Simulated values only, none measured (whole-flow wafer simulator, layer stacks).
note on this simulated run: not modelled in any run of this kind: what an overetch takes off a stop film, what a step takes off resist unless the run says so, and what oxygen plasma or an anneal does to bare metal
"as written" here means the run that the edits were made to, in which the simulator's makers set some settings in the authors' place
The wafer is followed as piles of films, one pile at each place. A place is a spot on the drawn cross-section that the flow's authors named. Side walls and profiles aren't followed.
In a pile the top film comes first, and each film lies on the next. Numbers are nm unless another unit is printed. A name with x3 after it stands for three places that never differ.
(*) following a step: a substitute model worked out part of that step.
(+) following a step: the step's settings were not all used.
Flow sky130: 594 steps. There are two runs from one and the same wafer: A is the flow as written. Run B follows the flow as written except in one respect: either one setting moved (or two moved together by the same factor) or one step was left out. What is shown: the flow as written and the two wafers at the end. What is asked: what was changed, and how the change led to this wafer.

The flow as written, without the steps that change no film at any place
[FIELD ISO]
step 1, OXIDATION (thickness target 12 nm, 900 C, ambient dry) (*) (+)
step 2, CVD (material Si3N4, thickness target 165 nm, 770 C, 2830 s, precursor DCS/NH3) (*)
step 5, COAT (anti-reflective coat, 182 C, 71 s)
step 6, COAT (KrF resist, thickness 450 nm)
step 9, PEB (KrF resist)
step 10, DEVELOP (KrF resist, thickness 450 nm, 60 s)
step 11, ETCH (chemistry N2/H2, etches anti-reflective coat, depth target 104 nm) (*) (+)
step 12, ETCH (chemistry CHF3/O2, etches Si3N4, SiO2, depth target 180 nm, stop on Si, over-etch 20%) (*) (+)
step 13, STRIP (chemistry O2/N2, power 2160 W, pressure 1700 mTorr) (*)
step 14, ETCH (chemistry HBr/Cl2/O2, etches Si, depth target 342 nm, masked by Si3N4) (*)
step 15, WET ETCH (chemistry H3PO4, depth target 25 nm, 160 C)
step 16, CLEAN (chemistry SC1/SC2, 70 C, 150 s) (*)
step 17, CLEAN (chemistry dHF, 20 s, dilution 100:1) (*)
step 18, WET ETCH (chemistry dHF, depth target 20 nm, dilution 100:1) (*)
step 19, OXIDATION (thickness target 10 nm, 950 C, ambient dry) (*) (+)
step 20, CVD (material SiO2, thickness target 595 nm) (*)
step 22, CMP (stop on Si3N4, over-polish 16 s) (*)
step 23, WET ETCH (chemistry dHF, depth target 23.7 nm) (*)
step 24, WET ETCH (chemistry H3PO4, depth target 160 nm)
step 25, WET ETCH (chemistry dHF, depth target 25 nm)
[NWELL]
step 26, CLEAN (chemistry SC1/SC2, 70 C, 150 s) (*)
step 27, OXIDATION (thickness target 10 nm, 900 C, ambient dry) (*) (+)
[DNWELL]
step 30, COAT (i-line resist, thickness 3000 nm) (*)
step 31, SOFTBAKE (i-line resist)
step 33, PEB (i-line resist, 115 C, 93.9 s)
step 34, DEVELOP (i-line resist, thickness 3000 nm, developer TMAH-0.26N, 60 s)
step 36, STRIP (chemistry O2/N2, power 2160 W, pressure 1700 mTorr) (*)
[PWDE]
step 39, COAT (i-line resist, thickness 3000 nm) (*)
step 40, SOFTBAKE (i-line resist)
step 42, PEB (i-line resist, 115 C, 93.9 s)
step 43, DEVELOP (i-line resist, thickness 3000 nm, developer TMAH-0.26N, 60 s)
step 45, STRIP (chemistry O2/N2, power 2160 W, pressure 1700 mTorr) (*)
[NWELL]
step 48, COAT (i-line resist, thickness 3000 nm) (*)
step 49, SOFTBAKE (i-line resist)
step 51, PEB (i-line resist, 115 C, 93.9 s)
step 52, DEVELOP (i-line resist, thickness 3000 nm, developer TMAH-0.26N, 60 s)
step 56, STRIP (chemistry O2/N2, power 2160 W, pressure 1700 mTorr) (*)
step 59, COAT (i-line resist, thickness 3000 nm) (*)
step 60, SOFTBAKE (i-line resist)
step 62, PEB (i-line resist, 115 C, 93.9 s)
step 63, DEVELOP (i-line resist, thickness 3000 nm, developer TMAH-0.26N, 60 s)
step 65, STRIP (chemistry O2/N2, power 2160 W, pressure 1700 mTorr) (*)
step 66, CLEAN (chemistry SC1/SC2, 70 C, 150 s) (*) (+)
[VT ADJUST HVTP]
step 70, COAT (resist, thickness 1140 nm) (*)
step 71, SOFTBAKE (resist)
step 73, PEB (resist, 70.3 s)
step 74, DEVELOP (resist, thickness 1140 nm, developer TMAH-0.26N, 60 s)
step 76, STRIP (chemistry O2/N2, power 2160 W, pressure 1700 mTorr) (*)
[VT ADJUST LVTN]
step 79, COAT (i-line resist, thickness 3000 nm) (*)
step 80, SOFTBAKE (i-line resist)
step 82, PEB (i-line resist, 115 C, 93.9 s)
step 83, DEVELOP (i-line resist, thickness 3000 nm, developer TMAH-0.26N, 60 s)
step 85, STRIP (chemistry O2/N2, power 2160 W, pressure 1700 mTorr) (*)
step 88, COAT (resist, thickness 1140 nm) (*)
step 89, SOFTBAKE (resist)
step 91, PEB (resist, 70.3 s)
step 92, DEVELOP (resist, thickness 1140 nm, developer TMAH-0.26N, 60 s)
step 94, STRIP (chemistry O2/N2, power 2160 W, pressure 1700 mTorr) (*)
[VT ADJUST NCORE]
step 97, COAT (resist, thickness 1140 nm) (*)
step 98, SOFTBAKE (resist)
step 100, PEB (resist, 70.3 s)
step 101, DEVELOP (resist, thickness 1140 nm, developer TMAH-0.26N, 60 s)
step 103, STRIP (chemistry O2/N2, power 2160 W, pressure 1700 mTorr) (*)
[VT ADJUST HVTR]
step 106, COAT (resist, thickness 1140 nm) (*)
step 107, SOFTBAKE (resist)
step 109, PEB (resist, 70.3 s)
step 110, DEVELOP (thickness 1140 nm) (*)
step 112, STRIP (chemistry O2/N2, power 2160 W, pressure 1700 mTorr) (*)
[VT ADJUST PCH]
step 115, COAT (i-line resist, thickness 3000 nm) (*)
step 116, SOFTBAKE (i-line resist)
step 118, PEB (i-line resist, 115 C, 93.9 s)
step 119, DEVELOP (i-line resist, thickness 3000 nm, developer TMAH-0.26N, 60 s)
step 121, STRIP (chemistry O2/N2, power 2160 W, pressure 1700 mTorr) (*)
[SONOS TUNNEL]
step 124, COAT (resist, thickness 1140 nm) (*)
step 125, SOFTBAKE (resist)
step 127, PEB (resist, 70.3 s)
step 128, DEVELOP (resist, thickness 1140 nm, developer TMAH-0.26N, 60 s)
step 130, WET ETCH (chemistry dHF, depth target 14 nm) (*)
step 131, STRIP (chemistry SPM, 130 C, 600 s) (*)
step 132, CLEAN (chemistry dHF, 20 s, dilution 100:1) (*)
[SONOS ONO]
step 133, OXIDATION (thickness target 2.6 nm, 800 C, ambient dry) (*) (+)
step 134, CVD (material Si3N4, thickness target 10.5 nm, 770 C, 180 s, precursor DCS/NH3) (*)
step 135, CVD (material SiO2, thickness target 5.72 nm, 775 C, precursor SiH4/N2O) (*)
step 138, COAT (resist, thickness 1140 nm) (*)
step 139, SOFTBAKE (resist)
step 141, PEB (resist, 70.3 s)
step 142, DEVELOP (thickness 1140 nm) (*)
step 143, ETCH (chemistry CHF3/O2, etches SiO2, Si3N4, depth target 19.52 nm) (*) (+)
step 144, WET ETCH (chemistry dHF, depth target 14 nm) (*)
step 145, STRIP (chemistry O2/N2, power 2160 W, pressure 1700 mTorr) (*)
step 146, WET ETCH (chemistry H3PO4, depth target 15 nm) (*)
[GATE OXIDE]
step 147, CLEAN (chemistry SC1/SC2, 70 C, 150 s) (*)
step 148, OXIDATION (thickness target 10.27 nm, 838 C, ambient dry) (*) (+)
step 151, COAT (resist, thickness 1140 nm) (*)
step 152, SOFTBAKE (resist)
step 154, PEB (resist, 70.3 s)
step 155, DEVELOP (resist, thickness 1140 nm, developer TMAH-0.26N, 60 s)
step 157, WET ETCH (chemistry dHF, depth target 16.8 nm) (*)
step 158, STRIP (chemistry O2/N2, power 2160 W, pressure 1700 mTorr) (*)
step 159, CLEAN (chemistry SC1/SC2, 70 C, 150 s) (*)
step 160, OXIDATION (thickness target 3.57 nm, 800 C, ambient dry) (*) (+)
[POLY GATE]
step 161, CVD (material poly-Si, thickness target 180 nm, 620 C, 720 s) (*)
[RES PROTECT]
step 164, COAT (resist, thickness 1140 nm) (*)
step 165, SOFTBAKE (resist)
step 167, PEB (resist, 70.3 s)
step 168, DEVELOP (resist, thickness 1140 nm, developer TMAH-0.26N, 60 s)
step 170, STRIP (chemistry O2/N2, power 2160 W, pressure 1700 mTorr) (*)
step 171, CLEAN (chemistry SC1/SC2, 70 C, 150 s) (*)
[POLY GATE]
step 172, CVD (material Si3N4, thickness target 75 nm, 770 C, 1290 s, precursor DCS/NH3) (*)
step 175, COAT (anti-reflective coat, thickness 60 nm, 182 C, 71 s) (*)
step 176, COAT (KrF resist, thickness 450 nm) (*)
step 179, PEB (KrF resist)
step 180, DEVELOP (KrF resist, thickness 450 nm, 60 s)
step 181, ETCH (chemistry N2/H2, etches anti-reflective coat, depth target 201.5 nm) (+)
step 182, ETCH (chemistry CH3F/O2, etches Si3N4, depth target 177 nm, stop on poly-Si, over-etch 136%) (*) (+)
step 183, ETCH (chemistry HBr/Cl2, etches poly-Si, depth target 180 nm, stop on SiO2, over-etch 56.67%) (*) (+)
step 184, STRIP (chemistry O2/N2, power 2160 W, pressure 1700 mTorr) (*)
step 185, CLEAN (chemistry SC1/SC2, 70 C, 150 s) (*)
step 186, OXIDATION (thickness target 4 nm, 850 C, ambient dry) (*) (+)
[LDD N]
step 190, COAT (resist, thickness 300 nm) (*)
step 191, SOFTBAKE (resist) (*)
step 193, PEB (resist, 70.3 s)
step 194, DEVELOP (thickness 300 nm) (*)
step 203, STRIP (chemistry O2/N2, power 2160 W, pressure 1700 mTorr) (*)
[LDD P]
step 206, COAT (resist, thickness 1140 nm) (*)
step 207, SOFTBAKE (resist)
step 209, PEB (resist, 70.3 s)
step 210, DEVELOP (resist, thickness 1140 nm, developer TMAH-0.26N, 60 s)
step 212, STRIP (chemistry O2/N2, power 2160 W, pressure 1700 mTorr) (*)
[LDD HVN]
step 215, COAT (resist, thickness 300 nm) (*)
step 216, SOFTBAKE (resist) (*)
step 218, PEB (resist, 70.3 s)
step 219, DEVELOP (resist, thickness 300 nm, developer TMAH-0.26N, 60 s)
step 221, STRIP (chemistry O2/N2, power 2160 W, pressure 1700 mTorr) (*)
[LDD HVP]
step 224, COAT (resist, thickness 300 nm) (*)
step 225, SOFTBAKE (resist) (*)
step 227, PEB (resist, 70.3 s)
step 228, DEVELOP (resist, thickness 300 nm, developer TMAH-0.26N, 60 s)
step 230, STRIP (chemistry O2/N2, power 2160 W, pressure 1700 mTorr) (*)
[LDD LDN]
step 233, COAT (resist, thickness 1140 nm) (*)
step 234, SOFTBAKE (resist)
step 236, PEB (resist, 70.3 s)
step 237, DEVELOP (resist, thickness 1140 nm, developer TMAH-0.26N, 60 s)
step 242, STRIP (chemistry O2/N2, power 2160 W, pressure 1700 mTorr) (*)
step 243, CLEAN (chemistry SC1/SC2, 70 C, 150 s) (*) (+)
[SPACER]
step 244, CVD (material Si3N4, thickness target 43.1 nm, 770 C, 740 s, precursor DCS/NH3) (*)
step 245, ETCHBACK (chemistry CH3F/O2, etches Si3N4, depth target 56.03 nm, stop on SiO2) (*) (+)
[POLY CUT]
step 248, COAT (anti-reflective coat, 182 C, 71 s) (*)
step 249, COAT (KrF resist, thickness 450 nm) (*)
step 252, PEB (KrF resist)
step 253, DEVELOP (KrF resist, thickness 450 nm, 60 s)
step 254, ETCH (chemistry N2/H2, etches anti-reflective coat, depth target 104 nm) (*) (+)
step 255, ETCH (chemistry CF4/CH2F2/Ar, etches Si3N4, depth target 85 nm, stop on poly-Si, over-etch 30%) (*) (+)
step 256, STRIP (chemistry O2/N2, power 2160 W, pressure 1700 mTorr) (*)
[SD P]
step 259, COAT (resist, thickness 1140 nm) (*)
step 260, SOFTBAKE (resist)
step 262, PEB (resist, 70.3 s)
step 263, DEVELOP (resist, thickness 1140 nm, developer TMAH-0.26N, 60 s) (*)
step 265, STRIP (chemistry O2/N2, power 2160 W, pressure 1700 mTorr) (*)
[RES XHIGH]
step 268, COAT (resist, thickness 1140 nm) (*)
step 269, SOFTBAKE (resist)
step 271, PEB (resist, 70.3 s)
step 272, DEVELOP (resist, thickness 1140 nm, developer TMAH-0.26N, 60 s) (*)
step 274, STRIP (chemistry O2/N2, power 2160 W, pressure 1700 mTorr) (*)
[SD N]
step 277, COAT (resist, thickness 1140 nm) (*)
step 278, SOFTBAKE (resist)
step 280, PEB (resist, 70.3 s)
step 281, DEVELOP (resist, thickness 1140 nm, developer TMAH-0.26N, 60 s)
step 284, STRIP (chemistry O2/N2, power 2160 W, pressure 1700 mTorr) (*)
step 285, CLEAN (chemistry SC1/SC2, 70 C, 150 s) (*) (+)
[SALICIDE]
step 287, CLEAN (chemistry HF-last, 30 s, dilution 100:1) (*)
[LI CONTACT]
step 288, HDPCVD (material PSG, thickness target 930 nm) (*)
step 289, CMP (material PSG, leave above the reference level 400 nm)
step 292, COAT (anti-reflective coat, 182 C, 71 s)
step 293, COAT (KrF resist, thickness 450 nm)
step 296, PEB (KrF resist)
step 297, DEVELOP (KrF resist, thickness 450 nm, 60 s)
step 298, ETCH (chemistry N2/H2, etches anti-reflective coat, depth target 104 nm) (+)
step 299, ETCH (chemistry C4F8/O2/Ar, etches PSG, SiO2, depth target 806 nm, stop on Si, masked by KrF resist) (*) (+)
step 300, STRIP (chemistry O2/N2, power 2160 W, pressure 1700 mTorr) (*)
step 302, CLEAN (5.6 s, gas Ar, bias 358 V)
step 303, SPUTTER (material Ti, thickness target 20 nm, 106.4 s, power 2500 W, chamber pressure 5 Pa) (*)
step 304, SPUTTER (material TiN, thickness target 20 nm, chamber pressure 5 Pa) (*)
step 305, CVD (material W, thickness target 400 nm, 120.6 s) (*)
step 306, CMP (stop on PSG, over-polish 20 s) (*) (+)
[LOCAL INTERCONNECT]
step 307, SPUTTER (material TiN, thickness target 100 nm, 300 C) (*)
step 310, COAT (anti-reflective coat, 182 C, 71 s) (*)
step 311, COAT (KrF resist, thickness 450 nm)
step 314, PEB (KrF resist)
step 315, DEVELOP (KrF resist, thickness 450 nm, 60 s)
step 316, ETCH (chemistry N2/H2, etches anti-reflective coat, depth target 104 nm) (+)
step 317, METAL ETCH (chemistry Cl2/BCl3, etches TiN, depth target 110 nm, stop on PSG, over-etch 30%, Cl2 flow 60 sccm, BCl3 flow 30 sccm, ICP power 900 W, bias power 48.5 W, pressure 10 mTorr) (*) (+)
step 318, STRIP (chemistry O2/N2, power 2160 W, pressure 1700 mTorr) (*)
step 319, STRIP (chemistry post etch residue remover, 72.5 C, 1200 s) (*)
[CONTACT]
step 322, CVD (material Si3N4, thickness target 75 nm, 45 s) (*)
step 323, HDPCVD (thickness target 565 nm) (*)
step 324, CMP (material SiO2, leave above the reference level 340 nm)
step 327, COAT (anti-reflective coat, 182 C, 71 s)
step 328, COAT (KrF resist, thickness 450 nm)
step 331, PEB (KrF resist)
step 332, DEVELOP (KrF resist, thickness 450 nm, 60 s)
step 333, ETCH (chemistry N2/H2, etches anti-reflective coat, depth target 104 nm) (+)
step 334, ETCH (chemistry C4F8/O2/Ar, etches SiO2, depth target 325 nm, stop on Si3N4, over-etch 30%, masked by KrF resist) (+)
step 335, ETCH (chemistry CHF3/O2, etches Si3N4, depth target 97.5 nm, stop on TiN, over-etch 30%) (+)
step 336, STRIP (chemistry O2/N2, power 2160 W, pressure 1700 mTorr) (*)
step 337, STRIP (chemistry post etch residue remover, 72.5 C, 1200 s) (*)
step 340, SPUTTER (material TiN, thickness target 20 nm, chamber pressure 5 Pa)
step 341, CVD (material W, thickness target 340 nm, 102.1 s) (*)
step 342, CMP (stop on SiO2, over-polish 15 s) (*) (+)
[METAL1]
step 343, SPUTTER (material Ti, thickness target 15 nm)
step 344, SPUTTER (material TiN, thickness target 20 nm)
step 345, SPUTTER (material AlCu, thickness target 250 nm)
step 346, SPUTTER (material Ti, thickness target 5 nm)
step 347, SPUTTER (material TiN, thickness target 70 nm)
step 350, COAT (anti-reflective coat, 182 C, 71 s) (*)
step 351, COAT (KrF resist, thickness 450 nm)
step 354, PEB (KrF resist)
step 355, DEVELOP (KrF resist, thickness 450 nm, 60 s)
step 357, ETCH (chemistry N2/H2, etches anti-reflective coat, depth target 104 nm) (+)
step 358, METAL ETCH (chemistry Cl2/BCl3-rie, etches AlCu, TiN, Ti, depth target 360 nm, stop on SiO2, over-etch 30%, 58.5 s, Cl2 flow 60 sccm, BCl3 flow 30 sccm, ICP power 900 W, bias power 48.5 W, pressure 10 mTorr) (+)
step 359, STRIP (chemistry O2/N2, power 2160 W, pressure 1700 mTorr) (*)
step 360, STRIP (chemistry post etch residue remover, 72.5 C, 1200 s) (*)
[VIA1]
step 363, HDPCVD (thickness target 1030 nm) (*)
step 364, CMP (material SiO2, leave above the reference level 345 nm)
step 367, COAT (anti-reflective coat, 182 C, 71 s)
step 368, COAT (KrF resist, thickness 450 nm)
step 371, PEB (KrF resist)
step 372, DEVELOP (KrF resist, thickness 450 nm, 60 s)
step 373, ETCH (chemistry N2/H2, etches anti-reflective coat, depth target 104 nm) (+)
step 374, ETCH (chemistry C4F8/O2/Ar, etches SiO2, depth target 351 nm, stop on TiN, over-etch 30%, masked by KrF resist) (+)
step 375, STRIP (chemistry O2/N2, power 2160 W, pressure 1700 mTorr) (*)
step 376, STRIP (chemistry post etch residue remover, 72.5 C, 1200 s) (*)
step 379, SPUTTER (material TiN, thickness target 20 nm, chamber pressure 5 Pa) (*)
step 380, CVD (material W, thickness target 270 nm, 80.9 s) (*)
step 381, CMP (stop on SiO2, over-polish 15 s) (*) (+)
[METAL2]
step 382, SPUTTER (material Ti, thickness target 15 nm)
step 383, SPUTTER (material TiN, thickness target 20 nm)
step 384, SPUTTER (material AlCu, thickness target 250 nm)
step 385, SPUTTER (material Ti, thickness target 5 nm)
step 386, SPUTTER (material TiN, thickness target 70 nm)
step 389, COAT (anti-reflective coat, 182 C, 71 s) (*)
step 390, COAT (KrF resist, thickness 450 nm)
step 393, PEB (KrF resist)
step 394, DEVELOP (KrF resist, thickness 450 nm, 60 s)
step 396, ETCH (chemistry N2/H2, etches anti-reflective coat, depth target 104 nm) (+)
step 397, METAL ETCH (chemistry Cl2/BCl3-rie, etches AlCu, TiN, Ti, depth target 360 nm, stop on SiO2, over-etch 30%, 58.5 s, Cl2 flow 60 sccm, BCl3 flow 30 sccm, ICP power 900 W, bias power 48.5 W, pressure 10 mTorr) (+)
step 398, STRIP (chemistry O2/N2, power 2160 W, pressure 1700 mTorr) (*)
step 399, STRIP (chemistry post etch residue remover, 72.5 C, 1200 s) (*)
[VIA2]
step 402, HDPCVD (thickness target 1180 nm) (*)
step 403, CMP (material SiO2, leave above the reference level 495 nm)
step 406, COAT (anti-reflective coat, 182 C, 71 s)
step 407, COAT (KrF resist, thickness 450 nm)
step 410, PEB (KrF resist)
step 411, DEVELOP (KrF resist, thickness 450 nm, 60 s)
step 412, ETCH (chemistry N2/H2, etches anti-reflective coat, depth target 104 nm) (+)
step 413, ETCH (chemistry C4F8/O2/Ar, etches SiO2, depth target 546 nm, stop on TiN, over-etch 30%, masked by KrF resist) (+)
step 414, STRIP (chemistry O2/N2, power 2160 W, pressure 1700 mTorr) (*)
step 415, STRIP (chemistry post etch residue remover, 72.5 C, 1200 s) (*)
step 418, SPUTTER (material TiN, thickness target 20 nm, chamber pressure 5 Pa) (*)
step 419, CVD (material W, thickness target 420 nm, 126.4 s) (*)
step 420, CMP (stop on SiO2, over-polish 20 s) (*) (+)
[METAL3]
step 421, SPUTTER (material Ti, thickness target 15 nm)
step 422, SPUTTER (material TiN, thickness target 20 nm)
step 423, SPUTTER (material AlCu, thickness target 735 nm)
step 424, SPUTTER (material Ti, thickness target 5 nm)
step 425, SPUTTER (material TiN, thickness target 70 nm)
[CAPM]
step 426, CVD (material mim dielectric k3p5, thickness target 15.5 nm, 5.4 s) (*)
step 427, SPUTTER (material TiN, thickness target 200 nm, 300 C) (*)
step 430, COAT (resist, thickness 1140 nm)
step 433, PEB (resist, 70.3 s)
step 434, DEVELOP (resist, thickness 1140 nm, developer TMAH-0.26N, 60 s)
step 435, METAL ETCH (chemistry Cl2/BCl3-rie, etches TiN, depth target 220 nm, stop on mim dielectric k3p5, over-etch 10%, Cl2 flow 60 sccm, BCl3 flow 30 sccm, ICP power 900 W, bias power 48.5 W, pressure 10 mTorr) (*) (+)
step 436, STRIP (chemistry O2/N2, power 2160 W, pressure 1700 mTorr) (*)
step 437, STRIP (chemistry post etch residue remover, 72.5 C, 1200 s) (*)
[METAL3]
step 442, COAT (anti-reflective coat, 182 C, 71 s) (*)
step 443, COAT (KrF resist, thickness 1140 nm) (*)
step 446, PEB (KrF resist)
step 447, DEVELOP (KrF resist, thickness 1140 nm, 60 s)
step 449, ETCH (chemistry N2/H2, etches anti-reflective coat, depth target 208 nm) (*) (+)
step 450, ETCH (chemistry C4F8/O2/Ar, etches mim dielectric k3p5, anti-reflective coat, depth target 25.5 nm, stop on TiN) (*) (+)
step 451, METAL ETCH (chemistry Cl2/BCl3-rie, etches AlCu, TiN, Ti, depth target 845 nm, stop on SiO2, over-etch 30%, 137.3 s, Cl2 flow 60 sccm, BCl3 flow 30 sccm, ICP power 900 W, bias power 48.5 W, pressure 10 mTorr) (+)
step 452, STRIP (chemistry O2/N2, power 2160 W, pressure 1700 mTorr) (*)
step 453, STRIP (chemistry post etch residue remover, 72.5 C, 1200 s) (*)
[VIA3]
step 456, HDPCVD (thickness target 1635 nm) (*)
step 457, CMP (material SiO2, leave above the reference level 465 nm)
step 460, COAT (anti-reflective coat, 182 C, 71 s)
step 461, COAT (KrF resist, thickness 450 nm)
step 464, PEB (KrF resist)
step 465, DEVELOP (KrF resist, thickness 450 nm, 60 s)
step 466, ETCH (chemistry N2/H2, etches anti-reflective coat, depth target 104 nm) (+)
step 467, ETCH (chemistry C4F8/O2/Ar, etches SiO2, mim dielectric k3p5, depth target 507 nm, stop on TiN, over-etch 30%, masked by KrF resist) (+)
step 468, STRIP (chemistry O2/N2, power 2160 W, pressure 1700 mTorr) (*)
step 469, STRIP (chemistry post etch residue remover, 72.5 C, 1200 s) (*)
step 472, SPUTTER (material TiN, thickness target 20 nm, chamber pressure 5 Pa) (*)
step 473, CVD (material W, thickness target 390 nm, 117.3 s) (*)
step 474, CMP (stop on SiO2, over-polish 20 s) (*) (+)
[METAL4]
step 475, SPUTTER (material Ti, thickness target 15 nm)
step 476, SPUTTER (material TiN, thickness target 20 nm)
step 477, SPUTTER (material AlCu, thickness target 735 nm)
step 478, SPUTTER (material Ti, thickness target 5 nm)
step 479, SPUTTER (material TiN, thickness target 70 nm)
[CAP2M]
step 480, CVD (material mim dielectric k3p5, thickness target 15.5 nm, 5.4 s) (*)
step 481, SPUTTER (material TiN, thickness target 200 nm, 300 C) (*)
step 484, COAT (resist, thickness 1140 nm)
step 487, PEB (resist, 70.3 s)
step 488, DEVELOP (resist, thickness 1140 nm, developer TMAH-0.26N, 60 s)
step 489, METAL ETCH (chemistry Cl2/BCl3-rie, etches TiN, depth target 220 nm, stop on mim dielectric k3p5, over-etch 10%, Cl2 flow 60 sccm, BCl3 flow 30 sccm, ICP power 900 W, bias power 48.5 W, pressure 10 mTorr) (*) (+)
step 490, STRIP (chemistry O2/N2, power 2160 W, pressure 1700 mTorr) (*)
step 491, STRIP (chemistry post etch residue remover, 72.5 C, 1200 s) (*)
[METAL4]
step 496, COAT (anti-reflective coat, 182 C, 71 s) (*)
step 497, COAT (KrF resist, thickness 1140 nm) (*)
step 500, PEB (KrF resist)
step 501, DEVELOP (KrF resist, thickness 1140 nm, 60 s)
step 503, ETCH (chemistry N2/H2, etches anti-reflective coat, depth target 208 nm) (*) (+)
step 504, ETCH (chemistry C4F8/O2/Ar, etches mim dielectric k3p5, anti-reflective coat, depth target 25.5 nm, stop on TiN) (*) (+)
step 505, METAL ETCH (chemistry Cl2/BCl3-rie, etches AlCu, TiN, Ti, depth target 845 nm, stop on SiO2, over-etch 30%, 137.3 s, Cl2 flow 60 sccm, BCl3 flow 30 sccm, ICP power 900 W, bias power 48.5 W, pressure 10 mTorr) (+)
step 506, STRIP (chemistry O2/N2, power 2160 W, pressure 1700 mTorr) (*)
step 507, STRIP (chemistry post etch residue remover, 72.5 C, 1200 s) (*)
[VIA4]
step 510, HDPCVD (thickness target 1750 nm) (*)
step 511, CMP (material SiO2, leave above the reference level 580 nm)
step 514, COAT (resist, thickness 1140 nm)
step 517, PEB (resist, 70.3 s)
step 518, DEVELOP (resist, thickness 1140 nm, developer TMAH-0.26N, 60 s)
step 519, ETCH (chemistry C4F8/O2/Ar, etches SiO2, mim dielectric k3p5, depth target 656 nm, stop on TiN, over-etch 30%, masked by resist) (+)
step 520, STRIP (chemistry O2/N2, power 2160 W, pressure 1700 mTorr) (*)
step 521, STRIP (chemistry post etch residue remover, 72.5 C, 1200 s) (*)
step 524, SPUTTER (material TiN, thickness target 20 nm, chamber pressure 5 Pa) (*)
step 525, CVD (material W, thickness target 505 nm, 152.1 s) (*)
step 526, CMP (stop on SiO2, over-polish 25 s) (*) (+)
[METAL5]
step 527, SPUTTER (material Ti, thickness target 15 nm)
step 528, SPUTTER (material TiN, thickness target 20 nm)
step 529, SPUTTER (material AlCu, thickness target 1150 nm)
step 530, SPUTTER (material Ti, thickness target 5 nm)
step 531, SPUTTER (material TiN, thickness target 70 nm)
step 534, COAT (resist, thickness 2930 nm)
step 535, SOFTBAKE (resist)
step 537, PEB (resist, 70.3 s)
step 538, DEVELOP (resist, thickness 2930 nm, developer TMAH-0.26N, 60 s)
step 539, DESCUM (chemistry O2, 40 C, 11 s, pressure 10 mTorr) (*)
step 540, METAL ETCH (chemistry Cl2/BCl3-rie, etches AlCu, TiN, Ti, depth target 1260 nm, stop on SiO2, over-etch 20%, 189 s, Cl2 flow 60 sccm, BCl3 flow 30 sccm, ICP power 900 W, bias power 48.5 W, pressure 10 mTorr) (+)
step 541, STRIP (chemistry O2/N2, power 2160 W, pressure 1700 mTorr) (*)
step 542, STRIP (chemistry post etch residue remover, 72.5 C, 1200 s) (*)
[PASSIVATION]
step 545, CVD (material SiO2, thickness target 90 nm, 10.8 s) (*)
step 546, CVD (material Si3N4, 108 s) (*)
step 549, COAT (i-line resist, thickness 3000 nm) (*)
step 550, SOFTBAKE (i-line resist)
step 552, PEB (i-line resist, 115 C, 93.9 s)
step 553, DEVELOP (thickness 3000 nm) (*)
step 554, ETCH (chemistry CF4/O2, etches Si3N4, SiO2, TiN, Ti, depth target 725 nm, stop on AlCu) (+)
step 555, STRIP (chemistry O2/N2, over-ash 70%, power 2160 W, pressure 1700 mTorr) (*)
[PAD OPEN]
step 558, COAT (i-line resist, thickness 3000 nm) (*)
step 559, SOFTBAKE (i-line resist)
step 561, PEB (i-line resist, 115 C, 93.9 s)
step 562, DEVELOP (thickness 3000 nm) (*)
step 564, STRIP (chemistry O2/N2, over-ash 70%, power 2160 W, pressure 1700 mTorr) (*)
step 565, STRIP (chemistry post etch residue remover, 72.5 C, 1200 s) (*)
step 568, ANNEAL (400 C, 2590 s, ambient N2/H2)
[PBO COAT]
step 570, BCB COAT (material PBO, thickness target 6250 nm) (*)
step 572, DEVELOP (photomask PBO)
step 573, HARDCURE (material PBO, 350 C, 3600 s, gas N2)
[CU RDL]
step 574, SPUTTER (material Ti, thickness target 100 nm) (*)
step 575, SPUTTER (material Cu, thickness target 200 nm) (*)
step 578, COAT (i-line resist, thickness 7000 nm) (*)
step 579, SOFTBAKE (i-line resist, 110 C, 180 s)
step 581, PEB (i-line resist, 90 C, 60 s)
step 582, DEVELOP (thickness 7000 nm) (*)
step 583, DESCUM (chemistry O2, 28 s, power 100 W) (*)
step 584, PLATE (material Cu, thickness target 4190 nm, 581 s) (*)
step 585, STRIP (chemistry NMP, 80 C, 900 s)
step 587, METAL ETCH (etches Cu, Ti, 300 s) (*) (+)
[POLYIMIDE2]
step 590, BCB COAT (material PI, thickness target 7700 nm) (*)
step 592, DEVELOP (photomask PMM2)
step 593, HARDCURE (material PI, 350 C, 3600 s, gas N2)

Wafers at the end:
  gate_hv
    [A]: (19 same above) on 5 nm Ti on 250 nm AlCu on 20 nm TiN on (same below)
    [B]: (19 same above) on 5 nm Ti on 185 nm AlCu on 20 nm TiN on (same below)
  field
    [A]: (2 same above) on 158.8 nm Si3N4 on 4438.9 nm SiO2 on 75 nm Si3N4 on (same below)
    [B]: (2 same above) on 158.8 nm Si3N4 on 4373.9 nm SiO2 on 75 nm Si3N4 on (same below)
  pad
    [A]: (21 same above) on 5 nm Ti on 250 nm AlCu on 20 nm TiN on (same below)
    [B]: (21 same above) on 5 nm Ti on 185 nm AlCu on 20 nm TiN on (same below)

Cause: step 384, SPUTTER: thickness target 185 nm was run, whereas the flow has thickness target 250 nm.
One can read it off the wafer: gate_hv has AlCu 185, and step 384 as written asks for 250 nm.

How this came from the change, step by step:
  step 384, SPUTTER (material AlCu, thickness target 250 nm)
      field, active, n_well and 188 more: A +250 AlCu (new film) | B +185 AlCu (new film)
  step 397, METAL ETCH (chemistry Cl2/BCl3-rie, etches AlCu, TiN, Ti, depth target 360 nm, stop on SiO2, over-etch 30%, 58.5 s, Cl2 flow 60 sccm, BCl3 flow 30 sccm, ICP power 900 W, bias power 48.5 W, pressure 10 mTorr) (+)
      field, active, gate and 82 more: A -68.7 TiN (all of it), -5 Ti (all of it), -250 AlCu (all of it), -20 TiN (all of it), -15 Ti (all of it), -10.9 SiO2 | B -68.7 TiN (all of it), -5 Ti (all of it), -185 AlCu (all of it), -20 TiN (all of it), -15 Ti (all of it), -17.4 SiO2
  step 403, CMP (material SiO2, leave above the reference level 495 nm)
      field, active, gate and 82 more: A -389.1 SiO2 | B -447.6 SiO2
